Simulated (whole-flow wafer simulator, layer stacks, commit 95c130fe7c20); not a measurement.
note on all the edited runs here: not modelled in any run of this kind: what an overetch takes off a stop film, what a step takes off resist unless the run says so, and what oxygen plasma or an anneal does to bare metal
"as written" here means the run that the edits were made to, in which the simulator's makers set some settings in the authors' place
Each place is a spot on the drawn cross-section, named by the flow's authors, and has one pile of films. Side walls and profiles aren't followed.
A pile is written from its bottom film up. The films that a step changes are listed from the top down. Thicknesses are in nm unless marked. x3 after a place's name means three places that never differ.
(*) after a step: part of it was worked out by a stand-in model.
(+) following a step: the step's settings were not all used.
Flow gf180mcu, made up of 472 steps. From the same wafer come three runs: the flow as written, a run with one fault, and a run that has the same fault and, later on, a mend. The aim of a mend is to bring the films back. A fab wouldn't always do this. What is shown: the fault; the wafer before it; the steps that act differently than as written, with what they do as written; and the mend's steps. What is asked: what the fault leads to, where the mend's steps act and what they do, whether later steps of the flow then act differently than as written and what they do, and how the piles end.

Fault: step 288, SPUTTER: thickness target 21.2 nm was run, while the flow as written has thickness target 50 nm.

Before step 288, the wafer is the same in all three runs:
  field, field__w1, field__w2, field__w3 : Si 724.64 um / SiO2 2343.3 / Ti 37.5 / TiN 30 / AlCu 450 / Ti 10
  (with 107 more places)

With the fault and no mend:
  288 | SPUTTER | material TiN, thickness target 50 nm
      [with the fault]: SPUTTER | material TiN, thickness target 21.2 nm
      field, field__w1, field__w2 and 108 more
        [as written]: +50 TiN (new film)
        [with the fault]: +21.2 TiN (new film)
  Steps later in the flow that act otherwise than as written (2 more steps, not shown, differ only slightly: by at most 2% or 0.5 nm, whichever is larger):
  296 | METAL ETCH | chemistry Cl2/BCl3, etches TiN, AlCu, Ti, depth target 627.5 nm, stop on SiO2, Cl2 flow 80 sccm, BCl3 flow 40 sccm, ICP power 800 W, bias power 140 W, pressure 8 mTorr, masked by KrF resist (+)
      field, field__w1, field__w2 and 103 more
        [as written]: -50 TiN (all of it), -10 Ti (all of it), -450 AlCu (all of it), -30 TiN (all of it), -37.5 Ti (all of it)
        [with the fault]: -21.2 TiN (all of it), -10 Ti (all of it), -450 AlCu (all of it), -30 TiN (all of it), -37.5 Ti (all of it)
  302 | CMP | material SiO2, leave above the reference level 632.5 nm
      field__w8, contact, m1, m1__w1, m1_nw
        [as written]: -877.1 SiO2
        [with the fault]: -848.3 SiO2
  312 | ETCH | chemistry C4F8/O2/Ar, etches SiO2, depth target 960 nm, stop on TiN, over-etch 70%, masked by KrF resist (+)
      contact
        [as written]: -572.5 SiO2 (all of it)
        [with the fault]: -601.3 SiO2 (all of it)
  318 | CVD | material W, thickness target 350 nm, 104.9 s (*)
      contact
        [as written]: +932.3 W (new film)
        [with the fault]: +961.4 W (new film)
  At field__w8, contact, m1, m1__w1, m1_nw, the piles at the end differ from the flow's by more than 2% or 0.5 nm, whichever is larger.
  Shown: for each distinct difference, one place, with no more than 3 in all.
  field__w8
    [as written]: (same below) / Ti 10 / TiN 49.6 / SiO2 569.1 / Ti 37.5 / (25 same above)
    [with the fault]: (same below) / Ti 10 / TiN 20.8 / SiO2 597.9 / Ti 37.5 / (25 same above)
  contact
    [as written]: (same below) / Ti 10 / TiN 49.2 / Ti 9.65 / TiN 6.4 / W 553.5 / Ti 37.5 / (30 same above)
    [with the fault]: (same below) / Ti 10 / TiN 20.4 / Ti 9.49 / TiN 6.3 / W 582.6 / Ti 37.5 / (30 same above)

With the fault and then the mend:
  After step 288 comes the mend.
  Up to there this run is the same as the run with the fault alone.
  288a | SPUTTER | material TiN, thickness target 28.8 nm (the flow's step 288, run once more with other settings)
      field, field__w1, field__w2 and 108 more
        +28.8 TiN
  Later steps of the flow that are run all act as written at every place that is followed.
  The piles end the same as the flow's at every place that both follow.
